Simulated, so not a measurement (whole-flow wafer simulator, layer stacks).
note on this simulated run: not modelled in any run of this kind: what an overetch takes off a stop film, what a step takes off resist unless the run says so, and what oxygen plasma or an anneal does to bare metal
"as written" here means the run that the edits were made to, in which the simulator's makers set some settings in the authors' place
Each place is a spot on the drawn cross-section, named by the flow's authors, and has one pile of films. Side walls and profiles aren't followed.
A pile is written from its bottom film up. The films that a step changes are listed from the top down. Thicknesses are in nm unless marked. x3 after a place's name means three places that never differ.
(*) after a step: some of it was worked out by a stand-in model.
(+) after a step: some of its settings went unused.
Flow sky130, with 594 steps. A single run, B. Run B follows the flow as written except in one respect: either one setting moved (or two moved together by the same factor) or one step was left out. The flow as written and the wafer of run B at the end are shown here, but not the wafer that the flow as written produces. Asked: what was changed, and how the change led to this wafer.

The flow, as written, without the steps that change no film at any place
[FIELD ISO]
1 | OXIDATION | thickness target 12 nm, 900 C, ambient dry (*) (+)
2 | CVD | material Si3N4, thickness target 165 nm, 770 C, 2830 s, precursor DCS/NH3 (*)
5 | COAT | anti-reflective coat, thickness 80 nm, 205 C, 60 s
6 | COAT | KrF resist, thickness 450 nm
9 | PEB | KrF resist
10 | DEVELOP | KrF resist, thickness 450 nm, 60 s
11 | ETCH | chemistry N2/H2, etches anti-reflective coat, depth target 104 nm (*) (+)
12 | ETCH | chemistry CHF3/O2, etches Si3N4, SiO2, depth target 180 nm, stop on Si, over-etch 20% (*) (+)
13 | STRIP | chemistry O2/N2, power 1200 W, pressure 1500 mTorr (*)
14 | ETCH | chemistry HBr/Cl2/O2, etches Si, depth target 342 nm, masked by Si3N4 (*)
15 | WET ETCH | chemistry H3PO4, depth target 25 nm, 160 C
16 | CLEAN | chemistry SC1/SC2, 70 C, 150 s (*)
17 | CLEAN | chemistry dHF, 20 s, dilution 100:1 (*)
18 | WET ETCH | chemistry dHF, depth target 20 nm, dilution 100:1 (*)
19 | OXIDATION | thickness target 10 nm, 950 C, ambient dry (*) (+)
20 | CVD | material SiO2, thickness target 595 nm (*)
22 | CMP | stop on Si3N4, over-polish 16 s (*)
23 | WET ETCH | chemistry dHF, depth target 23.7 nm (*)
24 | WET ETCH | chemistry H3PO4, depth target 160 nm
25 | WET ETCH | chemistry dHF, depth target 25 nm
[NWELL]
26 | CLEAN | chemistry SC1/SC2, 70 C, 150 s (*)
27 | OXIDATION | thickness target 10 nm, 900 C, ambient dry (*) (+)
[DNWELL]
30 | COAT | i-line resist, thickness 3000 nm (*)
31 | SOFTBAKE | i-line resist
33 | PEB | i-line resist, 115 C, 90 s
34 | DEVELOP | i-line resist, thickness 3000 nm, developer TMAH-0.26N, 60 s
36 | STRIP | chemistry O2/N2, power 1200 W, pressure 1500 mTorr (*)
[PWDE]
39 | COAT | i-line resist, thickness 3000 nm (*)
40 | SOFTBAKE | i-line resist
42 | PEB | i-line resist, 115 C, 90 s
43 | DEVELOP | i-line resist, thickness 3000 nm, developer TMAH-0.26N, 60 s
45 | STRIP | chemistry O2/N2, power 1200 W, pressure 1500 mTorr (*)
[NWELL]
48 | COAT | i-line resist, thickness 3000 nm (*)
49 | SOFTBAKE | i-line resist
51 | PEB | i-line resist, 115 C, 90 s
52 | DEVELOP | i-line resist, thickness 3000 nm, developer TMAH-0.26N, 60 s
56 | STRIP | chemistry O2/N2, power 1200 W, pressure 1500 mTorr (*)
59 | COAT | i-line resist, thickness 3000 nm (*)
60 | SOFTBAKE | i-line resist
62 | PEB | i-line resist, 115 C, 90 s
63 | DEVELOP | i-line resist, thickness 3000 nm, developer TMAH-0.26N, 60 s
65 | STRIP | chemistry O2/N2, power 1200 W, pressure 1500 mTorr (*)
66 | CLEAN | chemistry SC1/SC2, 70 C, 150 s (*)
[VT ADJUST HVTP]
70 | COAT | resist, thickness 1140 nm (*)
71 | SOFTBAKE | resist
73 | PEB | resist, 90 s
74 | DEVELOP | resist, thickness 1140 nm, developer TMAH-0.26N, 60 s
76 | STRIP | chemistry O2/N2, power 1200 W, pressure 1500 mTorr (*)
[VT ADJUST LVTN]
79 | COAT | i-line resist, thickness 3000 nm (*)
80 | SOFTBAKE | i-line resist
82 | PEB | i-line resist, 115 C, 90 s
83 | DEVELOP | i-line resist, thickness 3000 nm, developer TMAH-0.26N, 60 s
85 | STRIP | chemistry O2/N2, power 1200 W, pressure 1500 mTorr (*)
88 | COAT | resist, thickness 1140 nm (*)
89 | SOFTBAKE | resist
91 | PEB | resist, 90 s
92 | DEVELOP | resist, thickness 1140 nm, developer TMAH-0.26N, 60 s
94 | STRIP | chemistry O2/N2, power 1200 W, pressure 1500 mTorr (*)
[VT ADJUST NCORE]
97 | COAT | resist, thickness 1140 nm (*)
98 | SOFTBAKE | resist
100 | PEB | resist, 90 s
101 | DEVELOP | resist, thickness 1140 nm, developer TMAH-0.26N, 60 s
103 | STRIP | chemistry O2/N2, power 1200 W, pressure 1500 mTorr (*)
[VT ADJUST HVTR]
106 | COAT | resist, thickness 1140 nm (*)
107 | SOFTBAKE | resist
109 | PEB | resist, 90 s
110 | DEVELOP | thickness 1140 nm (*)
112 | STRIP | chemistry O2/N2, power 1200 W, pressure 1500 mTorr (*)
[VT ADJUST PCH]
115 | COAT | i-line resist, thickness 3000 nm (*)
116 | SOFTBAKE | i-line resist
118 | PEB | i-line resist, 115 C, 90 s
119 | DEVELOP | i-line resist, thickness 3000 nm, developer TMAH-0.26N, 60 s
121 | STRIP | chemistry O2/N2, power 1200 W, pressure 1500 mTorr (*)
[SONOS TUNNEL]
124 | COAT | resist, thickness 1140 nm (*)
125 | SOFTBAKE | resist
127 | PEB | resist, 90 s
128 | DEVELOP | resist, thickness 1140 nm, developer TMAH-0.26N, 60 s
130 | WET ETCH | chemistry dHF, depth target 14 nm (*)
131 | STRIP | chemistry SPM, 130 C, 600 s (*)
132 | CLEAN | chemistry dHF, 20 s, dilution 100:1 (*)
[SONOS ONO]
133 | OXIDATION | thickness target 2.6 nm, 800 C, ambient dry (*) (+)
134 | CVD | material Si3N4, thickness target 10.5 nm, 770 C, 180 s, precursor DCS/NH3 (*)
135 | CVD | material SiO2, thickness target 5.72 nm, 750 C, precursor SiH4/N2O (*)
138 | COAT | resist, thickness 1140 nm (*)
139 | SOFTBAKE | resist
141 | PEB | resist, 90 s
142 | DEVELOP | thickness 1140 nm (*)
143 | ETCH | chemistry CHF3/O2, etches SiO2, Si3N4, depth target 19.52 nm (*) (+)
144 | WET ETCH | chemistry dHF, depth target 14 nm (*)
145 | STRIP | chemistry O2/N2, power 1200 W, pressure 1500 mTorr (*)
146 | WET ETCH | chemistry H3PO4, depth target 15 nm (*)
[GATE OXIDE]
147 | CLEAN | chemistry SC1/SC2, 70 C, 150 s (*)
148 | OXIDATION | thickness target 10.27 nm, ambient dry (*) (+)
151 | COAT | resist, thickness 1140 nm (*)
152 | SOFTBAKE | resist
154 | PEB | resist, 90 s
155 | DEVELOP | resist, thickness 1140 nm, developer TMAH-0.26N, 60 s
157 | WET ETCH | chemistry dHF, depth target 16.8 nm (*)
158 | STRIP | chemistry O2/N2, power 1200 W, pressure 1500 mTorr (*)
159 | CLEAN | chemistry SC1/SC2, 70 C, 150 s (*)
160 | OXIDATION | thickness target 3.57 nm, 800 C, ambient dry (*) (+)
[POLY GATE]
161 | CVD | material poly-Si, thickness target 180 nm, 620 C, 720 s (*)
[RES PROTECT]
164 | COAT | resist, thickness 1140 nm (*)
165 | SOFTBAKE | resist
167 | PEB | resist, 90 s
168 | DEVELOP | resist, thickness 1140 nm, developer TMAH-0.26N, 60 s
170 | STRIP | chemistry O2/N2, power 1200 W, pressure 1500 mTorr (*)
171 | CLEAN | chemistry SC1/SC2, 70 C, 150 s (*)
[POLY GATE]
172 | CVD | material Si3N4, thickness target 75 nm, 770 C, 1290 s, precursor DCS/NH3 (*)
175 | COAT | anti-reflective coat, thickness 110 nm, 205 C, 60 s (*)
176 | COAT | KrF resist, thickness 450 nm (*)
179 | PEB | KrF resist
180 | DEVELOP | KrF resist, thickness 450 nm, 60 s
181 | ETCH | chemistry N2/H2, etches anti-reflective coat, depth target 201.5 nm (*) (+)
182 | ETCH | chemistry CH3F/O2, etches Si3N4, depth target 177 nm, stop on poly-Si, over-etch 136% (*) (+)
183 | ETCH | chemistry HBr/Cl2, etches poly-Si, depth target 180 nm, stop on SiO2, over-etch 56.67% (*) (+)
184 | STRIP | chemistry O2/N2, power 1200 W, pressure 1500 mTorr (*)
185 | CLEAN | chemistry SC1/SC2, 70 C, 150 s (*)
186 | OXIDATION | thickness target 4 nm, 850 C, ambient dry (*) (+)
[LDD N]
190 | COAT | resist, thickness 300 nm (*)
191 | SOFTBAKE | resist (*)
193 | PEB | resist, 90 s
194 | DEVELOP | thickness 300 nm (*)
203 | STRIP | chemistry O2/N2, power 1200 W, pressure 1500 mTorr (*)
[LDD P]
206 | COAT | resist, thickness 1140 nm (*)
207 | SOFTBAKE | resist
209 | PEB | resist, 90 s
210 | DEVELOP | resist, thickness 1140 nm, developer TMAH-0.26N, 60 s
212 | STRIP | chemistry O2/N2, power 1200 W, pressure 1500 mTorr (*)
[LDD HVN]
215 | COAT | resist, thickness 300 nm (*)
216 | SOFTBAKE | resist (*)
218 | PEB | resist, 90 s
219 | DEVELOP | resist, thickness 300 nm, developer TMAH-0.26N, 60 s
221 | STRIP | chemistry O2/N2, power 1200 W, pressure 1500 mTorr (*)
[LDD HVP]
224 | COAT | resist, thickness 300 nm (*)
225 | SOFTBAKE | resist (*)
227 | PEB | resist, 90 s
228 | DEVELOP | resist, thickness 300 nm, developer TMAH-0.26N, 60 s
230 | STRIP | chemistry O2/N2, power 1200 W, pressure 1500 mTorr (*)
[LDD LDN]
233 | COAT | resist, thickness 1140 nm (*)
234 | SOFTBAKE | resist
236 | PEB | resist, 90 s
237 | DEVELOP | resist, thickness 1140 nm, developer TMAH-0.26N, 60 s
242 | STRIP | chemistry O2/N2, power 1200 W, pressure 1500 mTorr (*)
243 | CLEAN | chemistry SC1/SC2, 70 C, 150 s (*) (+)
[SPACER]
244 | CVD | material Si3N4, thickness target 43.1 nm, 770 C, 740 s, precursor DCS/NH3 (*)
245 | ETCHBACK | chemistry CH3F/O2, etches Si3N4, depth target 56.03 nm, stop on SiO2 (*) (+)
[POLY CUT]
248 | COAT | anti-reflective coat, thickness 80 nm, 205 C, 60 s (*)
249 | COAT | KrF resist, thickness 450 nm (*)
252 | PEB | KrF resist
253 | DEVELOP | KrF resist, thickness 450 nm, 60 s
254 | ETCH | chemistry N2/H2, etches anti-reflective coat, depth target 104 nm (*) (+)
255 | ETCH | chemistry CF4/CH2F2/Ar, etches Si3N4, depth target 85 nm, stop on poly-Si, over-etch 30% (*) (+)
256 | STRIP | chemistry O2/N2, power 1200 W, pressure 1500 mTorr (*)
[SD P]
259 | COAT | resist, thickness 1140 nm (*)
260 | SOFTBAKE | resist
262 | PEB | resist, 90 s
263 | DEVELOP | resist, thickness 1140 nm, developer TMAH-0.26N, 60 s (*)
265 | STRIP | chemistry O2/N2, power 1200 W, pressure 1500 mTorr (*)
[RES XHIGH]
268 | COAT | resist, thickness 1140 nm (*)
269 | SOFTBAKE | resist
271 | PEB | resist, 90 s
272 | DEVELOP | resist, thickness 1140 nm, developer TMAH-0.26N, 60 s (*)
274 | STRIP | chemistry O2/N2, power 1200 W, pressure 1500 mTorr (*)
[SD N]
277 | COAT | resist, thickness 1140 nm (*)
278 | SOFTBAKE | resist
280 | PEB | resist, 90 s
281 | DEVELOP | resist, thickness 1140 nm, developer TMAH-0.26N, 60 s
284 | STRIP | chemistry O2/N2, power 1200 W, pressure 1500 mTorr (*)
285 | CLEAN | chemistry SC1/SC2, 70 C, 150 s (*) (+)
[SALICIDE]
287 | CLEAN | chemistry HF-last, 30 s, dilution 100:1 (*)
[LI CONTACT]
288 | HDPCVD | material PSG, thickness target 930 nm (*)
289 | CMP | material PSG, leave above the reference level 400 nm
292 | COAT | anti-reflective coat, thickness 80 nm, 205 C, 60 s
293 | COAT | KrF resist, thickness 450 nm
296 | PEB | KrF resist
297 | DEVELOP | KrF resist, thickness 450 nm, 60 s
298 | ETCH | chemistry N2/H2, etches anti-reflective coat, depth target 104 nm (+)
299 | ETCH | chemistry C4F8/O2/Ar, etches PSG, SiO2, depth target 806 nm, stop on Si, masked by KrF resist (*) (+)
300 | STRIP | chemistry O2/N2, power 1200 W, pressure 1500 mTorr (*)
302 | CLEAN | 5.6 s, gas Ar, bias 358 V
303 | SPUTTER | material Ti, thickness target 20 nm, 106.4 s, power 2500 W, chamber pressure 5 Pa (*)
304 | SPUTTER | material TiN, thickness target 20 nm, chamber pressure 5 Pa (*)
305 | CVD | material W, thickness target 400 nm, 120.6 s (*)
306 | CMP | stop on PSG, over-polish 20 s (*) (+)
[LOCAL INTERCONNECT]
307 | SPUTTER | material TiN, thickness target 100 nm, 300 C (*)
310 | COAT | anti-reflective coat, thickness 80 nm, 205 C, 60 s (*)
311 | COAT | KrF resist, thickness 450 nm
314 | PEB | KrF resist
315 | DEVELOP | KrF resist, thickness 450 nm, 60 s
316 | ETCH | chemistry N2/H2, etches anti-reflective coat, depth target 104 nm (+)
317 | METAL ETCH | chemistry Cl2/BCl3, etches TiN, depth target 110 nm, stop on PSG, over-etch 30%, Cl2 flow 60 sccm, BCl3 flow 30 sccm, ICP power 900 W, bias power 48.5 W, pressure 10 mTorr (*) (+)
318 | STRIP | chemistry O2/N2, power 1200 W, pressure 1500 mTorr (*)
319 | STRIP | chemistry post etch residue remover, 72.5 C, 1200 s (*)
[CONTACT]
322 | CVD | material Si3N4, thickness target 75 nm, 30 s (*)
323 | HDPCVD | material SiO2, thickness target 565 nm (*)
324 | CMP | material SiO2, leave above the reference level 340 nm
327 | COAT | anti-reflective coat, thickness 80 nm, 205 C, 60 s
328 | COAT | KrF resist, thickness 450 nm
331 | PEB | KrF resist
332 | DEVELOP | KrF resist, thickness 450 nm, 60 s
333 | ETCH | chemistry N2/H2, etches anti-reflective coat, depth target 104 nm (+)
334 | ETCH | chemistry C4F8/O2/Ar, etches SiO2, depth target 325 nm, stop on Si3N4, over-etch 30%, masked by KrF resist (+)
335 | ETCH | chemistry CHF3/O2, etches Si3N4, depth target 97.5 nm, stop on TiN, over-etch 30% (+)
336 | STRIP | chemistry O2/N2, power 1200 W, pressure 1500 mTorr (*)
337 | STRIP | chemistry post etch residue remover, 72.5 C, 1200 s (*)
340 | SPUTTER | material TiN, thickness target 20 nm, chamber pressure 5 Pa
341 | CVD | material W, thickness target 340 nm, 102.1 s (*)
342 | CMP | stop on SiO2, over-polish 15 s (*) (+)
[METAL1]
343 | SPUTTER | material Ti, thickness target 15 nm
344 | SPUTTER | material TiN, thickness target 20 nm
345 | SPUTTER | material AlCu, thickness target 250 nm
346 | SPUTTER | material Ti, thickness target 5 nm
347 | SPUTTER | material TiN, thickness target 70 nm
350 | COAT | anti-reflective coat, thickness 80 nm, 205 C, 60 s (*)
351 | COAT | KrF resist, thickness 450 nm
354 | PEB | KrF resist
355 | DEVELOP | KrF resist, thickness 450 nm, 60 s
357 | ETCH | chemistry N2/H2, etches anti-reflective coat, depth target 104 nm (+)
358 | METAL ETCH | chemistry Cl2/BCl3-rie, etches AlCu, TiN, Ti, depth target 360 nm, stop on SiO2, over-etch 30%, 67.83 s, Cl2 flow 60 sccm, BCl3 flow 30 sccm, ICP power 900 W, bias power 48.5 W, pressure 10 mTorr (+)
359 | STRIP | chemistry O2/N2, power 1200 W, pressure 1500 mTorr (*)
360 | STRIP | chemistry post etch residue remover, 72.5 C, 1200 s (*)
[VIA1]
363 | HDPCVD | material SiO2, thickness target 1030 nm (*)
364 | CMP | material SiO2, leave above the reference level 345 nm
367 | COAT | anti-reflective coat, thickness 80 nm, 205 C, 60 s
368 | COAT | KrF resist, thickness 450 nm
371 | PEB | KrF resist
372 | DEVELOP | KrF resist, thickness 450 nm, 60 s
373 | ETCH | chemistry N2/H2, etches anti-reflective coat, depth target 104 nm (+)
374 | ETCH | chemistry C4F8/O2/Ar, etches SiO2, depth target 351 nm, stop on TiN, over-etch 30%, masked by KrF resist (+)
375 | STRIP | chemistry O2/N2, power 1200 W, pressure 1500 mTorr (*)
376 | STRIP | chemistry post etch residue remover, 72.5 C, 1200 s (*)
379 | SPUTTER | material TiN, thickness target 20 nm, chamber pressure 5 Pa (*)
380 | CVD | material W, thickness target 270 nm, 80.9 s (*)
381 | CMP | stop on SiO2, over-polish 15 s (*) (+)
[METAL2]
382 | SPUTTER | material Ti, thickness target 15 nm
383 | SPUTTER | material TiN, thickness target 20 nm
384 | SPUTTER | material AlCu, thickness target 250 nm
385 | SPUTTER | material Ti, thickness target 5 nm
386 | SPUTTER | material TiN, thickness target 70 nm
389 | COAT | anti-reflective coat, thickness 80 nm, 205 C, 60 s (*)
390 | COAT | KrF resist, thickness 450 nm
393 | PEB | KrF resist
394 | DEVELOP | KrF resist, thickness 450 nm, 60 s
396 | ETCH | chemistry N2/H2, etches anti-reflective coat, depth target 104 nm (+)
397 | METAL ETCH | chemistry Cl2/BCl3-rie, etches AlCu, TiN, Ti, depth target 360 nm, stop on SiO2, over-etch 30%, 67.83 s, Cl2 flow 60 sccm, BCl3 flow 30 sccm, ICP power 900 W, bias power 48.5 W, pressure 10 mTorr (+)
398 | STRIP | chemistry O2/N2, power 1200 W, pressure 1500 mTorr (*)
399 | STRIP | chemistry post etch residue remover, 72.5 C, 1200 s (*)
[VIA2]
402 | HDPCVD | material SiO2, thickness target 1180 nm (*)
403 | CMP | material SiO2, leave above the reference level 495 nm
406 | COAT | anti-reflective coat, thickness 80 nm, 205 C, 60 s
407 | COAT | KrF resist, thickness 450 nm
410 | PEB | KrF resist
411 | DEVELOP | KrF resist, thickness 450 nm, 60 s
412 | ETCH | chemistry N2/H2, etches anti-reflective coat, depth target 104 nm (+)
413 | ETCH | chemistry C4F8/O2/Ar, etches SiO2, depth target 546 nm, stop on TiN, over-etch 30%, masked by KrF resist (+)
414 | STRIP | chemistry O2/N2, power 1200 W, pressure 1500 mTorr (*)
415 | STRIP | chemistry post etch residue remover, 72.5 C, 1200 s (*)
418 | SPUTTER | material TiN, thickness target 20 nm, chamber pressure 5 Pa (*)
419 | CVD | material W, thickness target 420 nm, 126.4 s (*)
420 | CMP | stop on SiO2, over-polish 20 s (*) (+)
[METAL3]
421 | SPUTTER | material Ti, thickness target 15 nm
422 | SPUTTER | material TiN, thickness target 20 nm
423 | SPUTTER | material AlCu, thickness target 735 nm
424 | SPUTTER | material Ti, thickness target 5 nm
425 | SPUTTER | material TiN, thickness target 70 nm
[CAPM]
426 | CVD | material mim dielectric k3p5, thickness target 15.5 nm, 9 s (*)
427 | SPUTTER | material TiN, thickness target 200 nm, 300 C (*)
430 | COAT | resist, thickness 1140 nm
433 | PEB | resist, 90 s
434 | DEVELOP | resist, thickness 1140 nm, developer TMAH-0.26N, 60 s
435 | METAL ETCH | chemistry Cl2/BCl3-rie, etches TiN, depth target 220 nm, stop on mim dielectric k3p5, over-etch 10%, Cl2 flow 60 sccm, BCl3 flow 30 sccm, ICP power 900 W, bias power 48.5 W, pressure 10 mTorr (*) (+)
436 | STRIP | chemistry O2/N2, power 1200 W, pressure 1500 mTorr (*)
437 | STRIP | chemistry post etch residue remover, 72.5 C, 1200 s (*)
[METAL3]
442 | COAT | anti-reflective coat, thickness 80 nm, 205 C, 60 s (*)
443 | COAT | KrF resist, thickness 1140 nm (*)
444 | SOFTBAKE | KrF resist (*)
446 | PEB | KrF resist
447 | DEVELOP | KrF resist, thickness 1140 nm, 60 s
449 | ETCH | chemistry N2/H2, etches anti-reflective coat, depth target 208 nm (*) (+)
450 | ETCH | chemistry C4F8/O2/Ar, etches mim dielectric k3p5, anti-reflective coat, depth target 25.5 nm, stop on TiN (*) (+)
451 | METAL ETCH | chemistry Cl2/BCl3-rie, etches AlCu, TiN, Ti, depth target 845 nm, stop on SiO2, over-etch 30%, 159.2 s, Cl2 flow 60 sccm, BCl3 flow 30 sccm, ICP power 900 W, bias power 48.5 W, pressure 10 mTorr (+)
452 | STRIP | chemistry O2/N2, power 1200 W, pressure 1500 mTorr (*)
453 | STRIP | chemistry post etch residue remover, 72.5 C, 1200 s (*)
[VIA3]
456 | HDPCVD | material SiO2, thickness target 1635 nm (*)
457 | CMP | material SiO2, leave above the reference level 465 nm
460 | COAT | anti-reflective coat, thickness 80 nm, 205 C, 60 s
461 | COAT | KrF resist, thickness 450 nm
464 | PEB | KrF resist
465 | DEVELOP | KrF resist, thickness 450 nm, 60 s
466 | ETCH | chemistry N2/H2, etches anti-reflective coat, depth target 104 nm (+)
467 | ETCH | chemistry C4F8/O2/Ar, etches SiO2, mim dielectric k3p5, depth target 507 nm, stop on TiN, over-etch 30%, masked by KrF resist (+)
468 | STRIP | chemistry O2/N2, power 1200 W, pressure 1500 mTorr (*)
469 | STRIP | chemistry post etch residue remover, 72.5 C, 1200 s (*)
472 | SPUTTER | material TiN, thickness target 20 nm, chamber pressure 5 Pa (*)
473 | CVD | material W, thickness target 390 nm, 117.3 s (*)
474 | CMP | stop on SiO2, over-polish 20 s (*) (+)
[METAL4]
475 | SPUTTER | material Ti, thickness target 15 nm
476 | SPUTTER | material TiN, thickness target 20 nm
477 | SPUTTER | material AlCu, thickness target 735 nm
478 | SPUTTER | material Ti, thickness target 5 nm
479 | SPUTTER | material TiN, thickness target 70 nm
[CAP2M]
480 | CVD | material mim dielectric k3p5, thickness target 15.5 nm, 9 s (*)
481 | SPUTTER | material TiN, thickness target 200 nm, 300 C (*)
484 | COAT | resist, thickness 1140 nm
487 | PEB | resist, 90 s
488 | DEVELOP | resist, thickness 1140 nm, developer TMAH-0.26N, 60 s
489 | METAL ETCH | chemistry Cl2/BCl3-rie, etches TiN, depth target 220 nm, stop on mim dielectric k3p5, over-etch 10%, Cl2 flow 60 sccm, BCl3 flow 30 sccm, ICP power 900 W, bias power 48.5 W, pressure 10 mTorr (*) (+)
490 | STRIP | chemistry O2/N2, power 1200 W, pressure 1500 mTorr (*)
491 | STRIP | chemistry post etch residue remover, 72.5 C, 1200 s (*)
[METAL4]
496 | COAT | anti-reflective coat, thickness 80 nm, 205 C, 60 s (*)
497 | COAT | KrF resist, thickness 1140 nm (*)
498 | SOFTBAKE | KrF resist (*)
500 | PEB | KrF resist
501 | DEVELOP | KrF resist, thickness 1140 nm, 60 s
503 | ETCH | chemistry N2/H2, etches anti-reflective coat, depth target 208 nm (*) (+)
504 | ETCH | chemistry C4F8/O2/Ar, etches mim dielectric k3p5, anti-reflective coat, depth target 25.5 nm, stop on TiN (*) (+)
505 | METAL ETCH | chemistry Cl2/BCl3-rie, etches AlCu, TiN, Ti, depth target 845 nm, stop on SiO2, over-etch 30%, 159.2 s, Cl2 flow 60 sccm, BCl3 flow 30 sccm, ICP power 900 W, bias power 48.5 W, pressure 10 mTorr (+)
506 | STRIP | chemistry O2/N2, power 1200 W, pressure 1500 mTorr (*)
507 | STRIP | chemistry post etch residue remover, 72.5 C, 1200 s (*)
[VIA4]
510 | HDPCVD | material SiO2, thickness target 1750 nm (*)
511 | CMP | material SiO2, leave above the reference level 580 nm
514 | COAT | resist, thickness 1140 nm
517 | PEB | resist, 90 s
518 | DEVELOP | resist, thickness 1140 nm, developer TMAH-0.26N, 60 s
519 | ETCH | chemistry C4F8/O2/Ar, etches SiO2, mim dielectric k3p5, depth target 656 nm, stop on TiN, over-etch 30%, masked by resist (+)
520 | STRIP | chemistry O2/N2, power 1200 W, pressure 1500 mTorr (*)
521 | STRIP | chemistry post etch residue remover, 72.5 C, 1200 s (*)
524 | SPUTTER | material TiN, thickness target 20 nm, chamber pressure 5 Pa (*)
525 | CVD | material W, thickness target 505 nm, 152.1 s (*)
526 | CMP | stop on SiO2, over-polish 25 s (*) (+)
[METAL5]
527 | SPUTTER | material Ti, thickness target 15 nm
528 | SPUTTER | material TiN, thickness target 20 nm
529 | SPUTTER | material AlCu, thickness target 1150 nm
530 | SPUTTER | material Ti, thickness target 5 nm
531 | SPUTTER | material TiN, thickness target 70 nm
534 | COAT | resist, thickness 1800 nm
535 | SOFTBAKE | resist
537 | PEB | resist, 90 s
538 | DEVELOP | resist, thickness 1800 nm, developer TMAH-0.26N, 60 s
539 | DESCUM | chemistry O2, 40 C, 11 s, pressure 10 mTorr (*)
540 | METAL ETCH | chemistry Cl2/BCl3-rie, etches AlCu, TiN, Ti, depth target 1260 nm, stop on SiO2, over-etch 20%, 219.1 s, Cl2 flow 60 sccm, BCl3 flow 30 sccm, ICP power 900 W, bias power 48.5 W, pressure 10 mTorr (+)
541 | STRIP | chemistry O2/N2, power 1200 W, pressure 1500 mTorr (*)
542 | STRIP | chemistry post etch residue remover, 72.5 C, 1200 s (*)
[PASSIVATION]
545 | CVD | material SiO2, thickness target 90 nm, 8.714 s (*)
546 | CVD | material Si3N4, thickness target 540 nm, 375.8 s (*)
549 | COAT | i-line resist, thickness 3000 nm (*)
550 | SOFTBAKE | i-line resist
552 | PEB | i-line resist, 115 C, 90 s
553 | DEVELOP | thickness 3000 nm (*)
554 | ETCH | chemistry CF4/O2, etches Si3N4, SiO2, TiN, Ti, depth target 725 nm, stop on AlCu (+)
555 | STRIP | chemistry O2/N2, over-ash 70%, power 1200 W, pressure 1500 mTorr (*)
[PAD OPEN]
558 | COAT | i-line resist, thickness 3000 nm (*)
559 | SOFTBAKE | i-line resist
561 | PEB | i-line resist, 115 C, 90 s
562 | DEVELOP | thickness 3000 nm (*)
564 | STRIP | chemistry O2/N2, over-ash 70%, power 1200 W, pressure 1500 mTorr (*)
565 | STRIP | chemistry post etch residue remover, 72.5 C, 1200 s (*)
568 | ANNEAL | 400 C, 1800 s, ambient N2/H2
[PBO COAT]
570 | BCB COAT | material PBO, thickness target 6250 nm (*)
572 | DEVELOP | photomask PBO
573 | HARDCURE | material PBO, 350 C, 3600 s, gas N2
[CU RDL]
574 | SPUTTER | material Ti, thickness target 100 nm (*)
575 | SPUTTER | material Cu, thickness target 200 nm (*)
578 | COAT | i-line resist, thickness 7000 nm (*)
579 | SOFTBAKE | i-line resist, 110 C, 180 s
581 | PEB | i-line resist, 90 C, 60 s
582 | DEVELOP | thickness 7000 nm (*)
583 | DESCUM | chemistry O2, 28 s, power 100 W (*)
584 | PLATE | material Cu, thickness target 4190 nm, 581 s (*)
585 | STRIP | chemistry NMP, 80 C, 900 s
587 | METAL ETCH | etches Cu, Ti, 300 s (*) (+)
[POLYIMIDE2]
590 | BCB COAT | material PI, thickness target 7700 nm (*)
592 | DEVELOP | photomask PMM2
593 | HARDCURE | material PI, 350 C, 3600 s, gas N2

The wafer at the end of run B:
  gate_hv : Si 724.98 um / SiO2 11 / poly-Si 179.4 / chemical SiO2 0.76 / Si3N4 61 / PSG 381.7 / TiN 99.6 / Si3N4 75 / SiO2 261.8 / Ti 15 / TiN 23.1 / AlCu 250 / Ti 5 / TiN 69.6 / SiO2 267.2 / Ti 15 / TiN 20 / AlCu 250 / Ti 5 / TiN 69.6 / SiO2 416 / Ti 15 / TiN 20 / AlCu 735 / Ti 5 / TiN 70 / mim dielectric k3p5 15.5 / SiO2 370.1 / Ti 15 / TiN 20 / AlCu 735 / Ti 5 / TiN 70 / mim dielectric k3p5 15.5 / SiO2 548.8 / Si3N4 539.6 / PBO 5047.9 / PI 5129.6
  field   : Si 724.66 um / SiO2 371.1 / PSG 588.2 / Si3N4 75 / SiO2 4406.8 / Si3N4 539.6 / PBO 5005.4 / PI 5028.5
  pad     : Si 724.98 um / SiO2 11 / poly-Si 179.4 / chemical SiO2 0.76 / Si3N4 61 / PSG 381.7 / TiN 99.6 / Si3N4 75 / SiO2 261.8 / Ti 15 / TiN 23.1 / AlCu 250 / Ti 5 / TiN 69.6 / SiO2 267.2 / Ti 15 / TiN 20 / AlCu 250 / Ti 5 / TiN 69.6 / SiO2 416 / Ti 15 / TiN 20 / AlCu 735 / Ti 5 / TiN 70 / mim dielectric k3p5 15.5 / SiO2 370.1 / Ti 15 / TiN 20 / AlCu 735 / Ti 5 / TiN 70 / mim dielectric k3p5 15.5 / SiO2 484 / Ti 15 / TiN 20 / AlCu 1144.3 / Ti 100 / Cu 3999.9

The reason: step 344, SPUTTER: thickness target 23.1 nm was run, whereas the flow has thickness target 20 nm.
The wafer lets one read it off: gate_hv has TiN 23.1, and step 344 as written asks for 20 nm.

The path from the change to this, step by step:
  344 | SPUTTER | material TiN, thickness target 20 nm
      field, active, n_well and 188 more: +23.1 TiN (new film) (it would be, as written: +20 TiN (new film))
  358 | METAL ETCH | chemistry Cl2/BCl3-rie, etches AlCu, TiN, Ti, depth target 360 nm, stop on SiO2, over-etch 30%, 67.83 s, Cl2 flow 60 sccm, BCl3 flow 30 sccm, ICP power 900 W, bias power 48.5 W, pressure 10 mTorr (+)
      field, active, gate and 81 more: -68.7 TiN (all of it), -5 Ti (all of it), -250 AlCu (all of it), -23.1 TiN (all of it), -15 Ti (all of it), -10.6 SiO2 (it would be, as written: -68.7 TiN (all of it), -5 Ti (all of it), -250 AlCu (all of it), -20 TiN (all of it), -15 Ti (all of it), -10.9 SiO2)
